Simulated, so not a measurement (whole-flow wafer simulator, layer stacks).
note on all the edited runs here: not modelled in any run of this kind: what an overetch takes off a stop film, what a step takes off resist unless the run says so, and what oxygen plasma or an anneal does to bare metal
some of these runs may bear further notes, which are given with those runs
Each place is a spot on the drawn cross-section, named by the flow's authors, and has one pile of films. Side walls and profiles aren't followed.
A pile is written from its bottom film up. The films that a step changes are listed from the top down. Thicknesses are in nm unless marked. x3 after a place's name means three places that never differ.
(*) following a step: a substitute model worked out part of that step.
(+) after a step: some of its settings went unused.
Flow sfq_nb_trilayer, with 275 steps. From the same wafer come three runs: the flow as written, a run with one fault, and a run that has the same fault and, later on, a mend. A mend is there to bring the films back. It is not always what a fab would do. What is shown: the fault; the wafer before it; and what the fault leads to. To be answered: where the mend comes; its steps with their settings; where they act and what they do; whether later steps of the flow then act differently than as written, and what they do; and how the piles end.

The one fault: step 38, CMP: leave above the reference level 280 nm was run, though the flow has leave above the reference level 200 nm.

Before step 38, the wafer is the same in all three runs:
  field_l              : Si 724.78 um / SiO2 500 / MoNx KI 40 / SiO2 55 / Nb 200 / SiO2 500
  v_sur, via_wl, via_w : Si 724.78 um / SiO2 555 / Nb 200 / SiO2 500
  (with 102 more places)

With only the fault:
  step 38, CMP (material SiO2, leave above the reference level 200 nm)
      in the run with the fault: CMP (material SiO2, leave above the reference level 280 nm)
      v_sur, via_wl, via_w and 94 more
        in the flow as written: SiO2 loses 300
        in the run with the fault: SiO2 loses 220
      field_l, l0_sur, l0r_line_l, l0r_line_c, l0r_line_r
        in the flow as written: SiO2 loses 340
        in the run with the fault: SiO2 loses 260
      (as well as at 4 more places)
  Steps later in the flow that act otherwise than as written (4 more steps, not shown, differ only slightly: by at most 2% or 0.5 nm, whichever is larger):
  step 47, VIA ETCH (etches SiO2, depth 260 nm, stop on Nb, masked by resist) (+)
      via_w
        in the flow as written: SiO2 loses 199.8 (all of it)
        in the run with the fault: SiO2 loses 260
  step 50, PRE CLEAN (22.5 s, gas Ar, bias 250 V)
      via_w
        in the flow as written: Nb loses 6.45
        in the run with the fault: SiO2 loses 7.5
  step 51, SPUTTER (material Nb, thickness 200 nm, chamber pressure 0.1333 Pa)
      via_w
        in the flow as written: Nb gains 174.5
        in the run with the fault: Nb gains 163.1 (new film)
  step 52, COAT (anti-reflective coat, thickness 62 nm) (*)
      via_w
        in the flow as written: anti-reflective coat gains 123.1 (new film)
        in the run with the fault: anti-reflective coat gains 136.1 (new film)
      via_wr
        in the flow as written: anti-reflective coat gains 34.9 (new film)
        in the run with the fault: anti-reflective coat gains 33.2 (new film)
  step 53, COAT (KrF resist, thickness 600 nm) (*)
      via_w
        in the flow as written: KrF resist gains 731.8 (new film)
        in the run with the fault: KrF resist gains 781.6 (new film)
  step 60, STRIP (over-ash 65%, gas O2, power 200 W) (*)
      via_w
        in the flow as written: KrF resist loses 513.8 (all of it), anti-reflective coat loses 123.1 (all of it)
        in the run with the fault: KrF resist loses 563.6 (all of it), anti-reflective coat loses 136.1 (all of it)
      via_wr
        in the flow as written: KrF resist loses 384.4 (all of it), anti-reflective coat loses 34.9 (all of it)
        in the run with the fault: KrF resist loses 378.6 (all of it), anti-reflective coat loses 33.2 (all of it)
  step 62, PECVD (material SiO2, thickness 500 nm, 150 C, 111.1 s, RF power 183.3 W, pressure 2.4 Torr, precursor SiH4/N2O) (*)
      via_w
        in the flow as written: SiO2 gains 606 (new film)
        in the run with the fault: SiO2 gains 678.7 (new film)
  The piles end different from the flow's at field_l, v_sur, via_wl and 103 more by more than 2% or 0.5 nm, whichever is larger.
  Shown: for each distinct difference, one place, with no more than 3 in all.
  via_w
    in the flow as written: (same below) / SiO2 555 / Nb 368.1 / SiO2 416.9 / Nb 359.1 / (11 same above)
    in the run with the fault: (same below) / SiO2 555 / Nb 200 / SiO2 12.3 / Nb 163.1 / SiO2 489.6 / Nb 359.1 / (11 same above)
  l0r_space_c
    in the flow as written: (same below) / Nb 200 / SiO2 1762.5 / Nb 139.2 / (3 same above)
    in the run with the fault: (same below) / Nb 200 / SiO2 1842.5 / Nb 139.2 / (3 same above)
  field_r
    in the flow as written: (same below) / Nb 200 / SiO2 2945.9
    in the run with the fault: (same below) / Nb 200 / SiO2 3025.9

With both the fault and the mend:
  The mend follows step 39.
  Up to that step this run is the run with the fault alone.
  step 39a, CMP (material SiO2, leave above the reference level 200 nm) (the flow's step 38 again)
      field_l, v_sur, via_wl and 103 more
        SiO2 loses 80
  Later steps of the flow that are run all act as written at every place that is followed.
  The piles end the same as the flow's at every place that both follow.
